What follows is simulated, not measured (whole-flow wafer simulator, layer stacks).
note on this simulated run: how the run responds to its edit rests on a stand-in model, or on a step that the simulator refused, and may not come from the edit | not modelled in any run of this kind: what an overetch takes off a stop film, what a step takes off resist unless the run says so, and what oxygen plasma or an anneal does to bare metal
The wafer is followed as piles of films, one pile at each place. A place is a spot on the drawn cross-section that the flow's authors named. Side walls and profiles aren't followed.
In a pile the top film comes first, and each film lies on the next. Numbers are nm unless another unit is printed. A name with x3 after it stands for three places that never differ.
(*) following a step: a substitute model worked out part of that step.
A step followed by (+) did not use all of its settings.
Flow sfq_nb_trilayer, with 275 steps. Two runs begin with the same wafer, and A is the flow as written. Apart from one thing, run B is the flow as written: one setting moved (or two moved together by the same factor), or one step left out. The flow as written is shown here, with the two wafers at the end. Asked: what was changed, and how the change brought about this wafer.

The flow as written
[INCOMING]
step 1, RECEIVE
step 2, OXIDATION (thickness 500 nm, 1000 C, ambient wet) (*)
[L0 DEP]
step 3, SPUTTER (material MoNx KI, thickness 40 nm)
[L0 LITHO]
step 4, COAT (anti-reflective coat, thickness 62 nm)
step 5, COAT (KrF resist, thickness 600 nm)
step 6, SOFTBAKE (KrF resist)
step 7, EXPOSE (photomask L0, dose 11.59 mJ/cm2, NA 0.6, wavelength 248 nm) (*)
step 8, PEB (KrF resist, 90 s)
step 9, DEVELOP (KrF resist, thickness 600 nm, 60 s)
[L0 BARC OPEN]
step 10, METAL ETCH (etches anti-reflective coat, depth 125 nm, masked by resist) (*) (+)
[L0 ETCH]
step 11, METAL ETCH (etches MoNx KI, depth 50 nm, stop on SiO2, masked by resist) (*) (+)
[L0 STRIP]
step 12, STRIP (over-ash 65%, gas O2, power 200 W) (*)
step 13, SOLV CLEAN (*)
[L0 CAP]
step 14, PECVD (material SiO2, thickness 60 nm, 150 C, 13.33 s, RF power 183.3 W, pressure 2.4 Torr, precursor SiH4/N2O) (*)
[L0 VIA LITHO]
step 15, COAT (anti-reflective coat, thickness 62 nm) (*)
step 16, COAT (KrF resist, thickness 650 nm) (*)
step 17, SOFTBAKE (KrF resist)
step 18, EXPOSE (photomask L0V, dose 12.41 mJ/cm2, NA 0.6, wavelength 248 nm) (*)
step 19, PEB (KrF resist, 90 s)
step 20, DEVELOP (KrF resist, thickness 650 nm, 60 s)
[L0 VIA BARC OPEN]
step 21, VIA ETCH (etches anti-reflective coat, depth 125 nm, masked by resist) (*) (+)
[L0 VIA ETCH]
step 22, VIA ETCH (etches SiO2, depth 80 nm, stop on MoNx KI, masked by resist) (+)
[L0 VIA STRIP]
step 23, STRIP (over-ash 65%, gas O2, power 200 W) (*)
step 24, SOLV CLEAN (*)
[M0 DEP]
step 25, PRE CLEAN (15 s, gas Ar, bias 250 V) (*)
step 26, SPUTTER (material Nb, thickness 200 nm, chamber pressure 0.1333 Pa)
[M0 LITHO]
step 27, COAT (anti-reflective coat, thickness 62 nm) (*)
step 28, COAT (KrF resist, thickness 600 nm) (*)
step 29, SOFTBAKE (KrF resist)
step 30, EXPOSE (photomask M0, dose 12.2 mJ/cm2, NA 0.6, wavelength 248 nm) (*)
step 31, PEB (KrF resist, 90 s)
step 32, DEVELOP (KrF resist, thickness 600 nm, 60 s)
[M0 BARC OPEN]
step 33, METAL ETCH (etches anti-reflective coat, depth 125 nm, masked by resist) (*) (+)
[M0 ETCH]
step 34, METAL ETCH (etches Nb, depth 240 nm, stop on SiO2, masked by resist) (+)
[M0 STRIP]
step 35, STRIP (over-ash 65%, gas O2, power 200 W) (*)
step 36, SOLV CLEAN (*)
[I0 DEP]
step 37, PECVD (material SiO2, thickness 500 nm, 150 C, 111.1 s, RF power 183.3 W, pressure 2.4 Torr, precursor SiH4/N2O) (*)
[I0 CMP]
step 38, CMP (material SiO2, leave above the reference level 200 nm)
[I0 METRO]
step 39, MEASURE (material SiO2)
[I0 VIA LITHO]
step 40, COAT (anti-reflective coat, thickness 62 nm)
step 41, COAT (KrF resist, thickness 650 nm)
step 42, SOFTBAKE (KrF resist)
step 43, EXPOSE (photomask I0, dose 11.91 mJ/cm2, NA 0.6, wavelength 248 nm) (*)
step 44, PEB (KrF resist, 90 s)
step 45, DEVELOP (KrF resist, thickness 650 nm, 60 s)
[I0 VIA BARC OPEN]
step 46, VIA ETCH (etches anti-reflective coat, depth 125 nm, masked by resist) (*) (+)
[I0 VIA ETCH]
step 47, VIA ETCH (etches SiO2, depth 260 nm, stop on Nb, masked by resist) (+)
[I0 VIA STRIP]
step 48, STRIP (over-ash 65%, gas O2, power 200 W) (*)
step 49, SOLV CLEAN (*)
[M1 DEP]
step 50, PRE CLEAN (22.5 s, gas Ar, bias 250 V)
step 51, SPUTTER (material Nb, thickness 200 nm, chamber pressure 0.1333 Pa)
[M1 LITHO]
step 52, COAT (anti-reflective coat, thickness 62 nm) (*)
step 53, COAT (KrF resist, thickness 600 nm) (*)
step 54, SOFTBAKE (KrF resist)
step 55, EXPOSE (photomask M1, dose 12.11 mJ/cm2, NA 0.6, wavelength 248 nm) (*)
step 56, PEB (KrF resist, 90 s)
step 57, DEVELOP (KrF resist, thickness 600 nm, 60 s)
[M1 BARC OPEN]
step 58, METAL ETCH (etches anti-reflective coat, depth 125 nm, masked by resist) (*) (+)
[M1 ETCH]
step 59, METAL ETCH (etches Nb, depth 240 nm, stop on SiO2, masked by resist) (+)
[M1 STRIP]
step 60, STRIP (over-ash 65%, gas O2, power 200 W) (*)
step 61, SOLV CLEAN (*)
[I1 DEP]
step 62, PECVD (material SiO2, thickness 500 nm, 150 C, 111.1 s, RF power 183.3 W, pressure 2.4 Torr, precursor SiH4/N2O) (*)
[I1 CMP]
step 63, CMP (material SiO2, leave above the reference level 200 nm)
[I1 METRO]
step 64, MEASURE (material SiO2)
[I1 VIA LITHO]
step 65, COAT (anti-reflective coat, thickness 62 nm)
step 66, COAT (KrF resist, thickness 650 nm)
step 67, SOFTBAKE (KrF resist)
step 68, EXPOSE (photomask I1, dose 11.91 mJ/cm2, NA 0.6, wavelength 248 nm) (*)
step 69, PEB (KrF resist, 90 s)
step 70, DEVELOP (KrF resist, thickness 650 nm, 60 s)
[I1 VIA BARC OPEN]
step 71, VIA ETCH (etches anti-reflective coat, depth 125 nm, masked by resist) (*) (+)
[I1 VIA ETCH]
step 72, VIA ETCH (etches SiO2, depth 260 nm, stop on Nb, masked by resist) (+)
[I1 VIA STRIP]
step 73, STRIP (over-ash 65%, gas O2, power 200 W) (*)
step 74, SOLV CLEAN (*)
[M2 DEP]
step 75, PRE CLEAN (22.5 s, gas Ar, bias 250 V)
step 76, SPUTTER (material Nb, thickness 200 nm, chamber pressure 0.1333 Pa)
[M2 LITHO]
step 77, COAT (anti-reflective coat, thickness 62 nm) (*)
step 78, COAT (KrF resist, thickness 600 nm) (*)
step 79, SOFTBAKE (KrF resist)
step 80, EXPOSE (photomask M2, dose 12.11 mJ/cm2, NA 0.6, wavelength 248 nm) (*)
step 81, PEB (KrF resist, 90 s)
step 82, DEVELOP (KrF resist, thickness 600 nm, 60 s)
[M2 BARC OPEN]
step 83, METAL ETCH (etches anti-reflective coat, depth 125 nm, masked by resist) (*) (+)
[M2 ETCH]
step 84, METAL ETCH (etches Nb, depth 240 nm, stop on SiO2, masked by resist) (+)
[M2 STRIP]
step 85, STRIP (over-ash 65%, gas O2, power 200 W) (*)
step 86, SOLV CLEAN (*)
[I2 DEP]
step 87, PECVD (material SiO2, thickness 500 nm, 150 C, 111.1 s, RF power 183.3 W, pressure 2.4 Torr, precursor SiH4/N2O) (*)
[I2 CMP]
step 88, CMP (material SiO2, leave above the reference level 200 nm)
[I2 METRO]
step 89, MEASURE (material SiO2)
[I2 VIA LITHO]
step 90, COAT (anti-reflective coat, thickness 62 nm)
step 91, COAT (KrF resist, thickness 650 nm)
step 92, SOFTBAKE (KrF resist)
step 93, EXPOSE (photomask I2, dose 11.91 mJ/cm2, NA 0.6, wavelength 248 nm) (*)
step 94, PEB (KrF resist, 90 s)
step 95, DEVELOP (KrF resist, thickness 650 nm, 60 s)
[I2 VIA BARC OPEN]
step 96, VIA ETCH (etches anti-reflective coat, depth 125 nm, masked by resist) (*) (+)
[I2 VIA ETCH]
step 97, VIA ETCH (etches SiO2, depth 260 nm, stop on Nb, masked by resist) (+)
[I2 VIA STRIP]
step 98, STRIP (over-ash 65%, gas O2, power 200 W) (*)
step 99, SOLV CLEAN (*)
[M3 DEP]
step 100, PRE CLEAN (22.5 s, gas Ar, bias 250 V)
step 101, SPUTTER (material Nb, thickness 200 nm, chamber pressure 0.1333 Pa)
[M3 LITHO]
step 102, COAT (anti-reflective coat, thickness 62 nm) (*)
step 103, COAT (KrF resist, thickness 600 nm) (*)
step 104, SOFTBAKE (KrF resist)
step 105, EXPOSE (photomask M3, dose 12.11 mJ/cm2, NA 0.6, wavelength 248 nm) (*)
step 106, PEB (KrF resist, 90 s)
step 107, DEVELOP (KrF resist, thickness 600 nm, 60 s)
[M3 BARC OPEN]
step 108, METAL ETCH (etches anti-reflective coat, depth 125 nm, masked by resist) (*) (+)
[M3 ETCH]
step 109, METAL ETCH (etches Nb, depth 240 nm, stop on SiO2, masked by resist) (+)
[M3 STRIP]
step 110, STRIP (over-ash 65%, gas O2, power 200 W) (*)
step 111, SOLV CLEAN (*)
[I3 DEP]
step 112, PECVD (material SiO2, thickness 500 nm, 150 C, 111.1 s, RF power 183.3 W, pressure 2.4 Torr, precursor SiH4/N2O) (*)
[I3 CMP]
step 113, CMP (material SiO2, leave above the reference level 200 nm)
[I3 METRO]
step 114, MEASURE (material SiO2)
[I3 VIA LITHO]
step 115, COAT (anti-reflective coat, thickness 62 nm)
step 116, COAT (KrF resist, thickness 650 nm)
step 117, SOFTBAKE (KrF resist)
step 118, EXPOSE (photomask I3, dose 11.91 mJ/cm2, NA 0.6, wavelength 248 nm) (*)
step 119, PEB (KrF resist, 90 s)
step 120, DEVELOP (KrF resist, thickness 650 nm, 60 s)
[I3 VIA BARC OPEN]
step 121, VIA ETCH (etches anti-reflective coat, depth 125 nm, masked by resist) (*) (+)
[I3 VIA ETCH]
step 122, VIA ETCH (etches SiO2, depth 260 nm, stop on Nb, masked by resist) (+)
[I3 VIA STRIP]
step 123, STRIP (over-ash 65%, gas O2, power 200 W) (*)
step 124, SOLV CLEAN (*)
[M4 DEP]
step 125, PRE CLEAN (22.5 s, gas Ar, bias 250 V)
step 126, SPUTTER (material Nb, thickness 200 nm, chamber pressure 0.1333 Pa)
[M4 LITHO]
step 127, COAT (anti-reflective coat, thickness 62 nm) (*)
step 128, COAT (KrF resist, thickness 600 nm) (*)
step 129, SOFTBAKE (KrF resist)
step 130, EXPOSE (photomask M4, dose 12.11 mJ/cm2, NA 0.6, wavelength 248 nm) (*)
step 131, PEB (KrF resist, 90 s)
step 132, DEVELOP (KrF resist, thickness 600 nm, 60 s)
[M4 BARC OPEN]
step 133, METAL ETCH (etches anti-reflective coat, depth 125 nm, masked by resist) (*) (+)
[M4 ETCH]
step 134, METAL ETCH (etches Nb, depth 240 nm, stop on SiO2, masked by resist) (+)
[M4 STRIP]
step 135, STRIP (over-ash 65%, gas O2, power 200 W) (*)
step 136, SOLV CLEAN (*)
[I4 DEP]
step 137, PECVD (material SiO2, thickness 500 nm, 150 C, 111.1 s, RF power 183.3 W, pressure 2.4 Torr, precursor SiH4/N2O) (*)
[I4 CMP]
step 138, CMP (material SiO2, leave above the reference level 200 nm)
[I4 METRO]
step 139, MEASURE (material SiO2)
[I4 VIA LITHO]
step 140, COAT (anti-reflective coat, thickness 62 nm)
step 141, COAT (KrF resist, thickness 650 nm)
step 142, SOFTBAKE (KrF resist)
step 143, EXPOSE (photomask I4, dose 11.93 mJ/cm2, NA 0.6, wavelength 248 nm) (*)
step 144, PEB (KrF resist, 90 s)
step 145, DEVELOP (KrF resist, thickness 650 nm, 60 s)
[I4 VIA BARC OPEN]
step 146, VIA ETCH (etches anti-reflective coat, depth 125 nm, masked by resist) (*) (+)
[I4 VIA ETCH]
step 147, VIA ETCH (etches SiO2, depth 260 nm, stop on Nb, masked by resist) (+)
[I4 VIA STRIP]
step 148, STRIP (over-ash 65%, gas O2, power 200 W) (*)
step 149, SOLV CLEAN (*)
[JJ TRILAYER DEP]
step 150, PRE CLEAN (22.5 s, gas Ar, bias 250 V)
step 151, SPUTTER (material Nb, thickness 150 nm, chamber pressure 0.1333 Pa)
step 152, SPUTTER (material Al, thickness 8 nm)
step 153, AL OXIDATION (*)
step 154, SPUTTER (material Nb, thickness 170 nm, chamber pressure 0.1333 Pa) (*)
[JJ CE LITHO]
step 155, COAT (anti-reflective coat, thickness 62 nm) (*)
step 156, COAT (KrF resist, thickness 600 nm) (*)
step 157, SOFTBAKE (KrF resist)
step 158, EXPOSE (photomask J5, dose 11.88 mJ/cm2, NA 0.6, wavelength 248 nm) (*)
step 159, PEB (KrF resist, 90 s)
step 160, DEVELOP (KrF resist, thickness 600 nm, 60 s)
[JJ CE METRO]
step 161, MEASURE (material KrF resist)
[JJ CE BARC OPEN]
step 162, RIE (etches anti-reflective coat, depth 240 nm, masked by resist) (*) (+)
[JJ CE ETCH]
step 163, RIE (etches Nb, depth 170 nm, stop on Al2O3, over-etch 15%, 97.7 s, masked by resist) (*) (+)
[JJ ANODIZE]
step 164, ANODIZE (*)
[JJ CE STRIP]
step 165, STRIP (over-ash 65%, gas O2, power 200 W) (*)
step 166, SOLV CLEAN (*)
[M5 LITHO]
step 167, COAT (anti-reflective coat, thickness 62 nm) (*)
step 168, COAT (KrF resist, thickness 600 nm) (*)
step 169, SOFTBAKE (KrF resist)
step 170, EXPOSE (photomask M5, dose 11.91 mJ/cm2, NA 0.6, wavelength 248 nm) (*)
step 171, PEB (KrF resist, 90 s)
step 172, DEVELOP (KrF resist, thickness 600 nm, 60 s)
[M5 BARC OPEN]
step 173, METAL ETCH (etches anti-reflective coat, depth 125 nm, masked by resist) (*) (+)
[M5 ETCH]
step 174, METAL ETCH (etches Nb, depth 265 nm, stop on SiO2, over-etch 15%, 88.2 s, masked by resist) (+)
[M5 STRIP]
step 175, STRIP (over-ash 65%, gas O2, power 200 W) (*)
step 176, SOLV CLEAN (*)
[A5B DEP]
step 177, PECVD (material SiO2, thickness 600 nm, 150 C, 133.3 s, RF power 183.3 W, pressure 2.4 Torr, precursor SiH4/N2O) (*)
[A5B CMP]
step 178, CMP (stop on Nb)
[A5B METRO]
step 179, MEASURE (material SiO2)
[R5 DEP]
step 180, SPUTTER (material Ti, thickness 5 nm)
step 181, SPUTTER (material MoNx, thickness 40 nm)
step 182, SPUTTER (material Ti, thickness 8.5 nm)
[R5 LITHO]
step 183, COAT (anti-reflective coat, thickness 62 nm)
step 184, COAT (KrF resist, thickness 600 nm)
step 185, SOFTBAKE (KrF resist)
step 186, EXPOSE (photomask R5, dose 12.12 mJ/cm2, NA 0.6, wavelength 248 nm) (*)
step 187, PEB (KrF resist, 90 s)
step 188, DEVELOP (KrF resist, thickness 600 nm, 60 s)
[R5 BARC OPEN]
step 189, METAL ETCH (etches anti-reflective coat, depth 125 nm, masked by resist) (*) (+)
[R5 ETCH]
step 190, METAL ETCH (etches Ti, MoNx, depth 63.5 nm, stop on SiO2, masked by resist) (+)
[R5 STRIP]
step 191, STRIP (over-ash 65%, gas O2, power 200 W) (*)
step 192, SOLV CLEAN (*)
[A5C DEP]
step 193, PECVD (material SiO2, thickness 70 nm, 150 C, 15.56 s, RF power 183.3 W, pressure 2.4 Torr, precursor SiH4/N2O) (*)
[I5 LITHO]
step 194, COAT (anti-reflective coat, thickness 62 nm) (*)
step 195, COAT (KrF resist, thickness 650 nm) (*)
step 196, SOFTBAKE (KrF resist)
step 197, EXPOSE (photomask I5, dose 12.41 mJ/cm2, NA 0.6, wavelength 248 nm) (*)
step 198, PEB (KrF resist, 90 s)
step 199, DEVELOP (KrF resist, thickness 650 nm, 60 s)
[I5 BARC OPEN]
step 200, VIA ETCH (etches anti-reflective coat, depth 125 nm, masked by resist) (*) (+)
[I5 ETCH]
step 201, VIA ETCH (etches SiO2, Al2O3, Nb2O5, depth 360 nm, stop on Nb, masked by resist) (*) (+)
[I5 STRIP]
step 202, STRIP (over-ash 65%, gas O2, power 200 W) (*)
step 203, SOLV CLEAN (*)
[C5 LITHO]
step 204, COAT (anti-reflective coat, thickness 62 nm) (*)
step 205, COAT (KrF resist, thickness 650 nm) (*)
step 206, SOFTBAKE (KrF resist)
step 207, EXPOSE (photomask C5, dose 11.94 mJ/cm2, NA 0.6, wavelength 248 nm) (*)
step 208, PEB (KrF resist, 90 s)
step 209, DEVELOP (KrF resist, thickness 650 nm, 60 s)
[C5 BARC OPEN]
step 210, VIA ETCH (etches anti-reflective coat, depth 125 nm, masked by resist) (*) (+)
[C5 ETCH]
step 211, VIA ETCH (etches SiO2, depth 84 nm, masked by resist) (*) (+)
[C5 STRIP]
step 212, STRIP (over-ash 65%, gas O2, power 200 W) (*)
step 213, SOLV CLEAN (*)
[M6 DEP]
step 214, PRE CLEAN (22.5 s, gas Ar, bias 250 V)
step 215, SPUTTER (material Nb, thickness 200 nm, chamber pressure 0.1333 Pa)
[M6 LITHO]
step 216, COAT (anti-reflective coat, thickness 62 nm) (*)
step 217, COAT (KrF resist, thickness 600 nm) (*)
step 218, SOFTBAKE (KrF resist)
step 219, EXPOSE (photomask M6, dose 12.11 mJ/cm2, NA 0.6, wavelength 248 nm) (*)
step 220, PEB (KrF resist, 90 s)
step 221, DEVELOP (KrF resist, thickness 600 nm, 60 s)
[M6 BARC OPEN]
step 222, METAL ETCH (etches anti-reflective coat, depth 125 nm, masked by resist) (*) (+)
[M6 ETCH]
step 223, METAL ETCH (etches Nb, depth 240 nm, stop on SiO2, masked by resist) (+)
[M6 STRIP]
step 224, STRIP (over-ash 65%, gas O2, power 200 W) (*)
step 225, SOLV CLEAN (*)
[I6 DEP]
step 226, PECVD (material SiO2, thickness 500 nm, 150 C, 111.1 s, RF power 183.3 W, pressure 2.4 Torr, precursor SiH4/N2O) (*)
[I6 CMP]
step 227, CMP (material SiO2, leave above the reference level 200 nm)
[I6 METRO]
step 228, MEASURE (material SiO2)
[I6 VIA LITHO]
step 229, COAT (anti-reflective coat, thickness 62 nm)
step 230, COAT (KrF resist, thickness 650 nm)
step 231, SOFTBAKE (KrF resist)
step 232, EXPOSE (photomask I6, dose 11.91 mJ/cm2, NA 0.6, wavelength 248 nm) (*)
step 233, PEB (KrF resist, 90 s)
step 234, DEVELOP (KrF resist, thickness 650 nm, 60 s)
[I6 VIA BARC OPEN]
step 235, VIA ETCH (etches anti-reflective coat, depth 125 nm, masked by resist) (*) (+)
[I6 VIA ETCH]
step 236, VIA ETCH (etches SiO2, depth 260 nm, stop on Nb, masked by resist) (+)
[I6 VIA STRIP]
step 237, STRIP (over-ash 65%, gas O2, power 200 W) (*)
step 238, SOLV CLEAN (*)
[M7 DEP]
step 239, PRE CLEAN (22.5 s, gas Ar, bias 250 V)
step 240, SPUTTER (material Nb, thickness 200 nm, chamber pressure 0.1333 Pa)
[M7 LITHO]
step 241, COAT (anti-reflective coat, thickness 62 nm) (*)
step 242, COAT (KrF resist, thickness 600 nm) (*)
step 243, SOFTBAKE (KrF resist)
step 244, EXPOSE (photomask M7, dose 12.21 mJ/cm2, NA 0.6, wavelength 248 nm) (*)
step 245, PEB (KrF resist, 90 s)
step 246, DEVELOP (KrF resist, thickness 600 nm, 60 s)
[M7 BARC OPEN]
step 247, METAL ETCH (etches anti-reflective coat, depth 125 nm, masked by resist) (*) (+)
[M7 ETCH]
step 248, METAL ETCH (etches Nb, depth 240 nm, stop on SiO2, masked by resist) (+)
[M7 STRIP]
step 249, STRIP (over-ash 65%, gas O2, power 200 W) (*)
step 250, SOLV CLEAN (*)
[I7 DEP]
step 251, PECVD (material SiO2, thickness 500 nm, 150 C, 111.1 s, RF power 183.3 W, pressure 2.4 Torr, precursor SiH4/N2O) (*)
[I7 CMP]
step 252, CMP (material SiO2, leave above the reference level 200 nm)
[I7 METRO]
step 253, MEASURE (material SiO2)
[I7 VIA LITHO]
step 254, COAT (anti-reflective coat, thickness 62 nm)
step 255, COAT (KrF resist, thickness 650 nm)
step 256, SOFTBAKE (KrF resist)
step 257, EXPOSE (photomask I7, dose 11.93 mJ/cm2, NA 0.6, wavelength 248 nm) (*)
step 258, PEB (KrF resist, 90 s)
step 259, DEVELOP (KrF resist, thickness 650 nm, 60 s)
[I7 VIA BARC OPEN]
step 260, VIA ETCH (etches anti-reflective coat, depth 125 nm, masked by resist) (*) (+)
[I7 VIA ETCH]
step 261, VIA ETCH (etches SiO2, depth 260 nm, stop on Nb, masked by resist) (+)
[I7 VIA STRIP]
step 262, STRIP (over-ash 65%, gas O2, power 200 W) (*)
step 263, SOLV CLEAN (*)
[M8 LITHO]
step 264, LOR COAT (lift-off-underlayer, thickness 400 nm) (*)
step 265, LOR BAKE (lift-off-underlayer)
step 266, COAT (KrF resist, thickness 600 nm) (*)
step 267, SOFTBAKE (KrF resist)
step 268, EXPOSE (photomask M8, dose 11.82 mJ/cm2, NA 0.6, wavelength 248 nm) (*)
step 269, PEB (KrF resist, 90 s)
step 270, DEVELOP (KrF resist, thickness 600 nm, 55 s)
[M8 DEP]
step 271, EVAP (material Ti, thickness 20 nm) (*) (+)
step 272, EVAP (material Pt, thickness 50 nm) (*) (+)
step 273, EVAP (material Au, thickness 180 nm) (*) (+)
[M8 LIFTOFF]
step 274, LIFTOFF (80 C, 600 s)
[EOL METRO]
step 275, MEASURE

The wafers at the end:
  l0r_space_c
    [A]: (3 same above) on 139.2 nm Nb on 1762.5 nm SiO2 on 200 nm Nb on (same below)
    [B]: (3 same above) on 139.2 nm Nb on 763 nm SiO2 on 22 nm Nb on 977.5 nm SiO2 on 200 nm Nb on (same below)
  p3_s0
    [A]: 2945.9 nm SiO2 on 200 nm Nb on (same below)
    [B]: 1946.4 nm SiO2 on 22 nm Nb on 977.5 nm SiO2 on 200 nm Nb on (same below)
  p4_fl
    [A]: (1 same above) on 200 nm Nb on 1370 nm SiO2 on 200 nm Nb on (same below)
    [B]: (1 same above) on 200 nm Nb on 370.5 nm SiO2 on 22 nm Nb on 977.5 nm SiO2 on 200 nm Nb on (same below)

Cause: step 108, METAL ETCH: etches anti-reflective coat, depth 125 nm, masked by resist (*) (+), was omitted.

Step by step, how the change led to this:
  step 109, METAL ETCH (etches Nb, depth 240 nm, stop on SiO2, masked by resist) (+)
      p4_fl, p4_fm, p4_g1 and 50 more: A Nb loses 200 (all of it) | B anti-reflective coat loses 62 (all of it), Nb loses 178
      r_sur, res, r_end and 9 more: A Nb loses 200 (all of it) | B anti-reflective coat loses 61.8 (all of it), Nb loses 178.2
      (also at 10 further places)
  step 110, STRIP (over-ash 65%, gas O2, power 200 W) (*)
      p4_w1, p4_w2, p4_w3 and 21 more: A KrF resist loses 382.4 (all of it), anti-reflective coat loses 62 (all of it) | B KrF resist loses 434 (all of it), anti-reflective coat loses 62 (all of it)
      via_wl, via_wr: A KrF resist loses 384.2 (all of it), anti-reflective coat loses 34.2 (all of it) | B KrF resist loses 435.9 (all of it), anti-reflective coat loses 34.2 (all of it)
      (also at 5 further places)
  step 112, PECVD (material SiO2, thickness 500 nm, 150 C, 111.1 s, RF power 183.3 W, pressure 2.4 Torr, precursor SiH4/N2O) (*)
      field_l, be, be_sur and 64 more: A SiO2 gains 500 | B SiO2 gains 500 (new film)
      p4_g1, p4_g2, p3_s0, p3_s1, p3_s2, p3_s3, p3_s4, p3_s5: A SiO2 gains 557.1 | B SiO2 gains 535.1 (new film)
  step 113, CMP (material SiO2, leave above the reference level 200 nm)
      p4_fl, p4_fm, p4_fr and 42 more: A SiO2 loses 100 | B SiO2 loses 122
      r_sur, res, r_end and 9 more: A SiO2 loses 100 | B SiO2 loses 121.8
      (also at 10 further places)
  step 167, COAT (anti-reflective coat, thickness 62 nm) (*)
      jj_sur: A anti-reflective coat gains 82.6 (new film) | B anti-reflective coat gains 80.9 (new film)
      ce_l: A anti-reflective coat gains 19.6 (new film) | B anti-reflective coat gains 16.5 (new film)
      (also at 1 further place)
  step 175, STRIP (over-ash 65%, gas O2, power 200 W) (*)
      jj_sur: A KrF resist loses 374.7 (all of it), anti-reflective coat loses 82.6 (all of it) | B KrF resist loses 375.9 (all of it), anti-reflective coat loses 80.9 (all of it)
      ce_l: A KrF resist loses 299.6 (all of it), anti-reflective coat loses 19.6 (all of it) | B KrF resist loses 302.3 (all of it), anti-reflective coat loses 16.5 (all of it)
      (also at 1 further place)
If metal films that touch count as one body, l0r_space_c has 3 bodies (between them, from the top down: SiO2 763; SiO2 977.5); the flow as written gives 2 bodies (between them, from the top down: SiO2 1762.5).
If metal films that touch count as one body, p3_s0 has 2 bodies (between them, from the top down: SiO2 977.5); the flow as written gives 1 body.
If metal films that touch count as one body, p4_fl has 3 bodies (between them, from the top down: SiO2 370.5; SiO2 977.5); the flow as written gives 2 bodies (between them, from the top down: SiO2 1370).
